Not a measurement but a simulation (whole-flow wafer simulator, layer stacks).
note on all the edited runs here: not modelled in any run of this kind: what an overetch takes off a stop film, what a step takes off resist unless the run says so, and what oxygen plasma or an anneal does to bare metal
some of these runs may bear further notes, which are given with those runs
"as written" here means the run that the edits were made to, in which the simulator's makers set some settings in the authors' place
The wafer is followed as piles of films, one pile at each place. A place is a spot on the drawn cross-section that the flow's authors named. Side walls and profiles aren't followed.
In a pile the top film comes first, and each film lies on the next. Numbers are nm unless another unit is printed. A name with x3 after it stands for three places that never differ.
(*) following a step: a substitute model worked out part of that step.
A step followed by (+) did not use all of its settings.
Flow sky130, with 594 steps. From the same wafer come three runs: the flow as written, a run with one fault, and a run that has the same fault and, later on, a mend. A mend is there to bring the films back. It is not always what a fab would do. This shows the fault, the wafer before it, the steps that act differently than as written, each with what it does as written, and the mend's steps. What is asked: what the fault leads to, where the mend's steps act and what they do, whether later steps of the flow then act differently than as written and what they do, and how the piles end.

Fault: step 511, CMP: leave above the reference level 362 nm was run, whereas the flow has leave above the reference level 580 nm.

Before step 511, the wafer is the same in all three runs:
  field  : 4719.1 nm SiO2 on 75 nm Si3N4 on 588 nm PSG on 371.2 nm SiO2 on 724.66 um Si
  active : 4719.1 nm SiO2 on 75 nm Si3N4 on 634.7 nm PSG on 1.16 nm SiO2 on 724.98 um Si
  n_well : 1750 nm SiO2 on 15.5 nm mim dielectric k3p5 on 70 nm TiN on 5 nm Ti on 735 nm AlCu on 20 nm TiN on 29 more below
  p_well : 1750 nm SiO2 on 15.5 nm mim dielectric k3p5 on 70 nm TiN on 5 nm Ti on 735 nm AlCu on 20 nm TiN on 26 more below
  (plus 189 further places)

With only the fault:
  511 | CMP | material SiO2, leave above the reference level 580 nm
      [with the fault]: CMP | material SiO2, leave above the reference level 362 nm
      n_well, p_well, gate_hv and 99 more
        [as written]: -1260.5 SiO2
        [with the fault]: -1478.5 SiO2
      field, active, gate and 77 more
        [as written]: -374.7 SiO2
        [with the fault]: -592.7 SiO2
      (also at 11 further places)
  Later steps of the flow acting differently than as written:
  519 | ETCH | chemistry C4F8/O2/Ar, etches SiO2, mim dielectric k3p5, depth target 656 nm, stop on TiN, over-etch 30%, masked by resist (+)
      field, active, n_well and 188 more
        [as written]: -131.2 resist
        [with the fault]: -74.8 resist
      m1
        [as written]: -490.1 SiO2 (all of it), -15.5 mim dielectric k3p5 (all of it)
        [with the fault]: -272.1 SiO2 (all of it), -15.5 mim dielectric k3p5 (all of it)
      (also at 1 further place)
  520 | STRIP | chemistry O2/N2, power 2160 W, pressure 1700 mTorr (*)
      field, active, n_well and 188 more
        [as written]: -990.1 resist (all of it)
        [with the fault]: -1046.5 resist (all of it)
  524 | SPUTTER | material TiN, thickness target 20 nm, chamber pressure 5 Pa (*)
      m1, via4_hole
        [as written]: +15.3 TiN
        [with the fault]: +16.9 TiN
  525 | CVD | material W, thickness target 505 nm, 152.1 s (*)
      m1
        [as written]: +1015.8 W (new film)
        [with the fault]: +599.4 W (new film)
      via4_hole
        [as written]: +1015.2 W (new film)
        [with the fault]: +600.5 W (new film)
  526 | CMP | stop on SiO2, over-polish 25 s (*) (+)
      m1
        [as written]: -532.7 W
        [with the fault]: -335.9 W
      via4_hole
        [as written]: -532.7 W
        [with the fault]: -337.7 W
  At field, active, n_well and 190 more, the piles at the end differ from the flow's by more than 2% or 0.5 nm, whichever is larger.
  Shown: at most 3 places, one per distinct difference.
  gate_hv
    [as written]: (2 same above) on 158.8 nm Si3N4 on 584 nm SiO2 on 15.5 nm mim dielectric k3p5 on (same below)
    [with the fault]: (2 same above) on 158.8 nm Si3N4 on 366 nm SiO2 on 15.5 nm mim dielectric k3p5 on (same below)
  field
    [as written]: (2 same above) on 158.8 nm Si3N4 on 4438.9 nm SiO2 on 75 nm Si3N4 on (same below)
    [with the fault]: (2 same above) on 158.8 nm Si3N4 on 4220.9 nm SiO2 on 75 nm Si3N4 on (same below)
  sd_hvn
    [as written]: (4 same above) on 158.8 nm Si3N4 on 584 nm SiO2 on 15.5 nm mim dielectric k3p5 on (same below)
    [with the fault]: (4 same above) on 158.8 nm Si3N4 on 366 nm SiO2 on 15.5 nm mim dielectric k3p5 on (same below)

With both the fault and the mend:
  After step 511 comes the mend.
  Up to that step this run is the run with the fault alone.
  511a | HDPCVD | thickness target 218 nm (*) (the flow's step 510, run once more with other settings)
      field, active, n_well and 190 more
        +218 SiO2
  None of the later steps of the flow acts differently than as written at any place that is followed.
  At every place that both follow, the piles at the end match the flow's.
